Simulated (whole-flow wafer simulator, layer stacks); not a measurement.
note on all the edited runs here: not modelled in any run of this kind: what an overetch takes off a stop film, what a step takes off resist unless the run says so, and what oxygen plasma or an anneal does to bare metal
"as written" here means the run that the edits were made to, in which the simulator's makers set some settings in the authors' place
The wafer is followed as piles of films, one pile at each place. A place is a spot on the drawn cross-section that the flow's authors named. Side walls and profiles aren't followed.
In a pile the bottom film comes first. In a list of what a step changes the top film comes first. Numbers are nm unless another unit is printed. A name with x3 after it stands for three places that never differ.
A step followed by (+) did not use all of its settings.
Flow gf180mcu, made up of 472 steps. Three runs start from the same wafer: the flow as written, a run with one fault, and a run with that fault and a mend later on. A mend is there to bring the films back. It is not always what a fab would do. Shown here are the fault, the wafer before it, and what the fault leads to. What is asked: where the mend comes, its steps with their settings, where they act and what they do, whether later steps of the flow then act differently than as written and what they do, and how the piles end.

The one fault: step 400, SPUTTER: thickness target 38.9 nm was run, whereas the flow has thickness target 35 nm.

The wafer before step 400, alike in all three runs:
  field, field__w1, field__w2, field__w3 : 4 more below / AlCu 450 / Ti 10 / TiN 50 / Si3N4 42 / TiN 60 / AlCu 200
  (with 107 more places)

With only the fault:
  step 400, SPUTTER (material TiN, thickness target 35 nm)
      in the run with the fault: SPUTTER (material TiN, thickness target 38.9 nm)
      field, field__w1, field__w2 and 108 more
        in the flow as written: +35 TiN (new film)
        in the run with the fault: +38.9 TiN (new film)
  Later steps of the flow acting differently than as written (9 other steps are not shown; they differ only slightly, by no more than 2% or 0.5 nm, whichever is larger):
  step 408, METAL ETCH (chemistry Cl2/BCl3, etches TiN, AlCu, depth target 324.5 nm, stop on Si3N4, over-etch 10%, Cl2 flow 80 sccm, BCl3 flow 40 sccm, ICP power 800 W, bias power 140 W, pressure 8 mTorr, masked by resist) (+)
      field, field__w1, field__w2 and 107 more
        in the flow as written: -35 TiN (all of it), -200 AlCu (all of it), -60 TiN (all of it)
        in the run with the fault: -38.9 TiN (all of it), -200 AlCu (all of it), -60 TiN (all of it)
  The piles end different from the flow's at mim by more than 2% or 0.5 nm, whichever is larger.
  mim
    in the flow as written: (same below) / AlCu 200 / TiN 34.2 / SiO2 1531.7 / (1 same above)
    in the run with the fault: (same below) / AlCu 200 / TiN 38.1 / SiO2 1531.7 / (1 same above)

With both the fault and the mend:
  After step 400 comes the mend.
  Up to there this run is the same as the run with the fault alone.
  step 400a, METAL ETCH (chemistry Cl2/BCl3, etches TiN, AlCu, Ti, depth target 3.9 nm, Cl2 flow 80 sccm, BCl3 flow 40 sccm, ICP power 800 W, bias power 140 W, pressure 8 mTorr) (a further turn of the flow's step 260, with different settings)
      field, field__w1, field__w2 and 108 more
        -3.9 TiN
  Every later step of the flow that is run acts as written at every place that is followed.
  At every place that both follow, the piles at the end match the flow's.
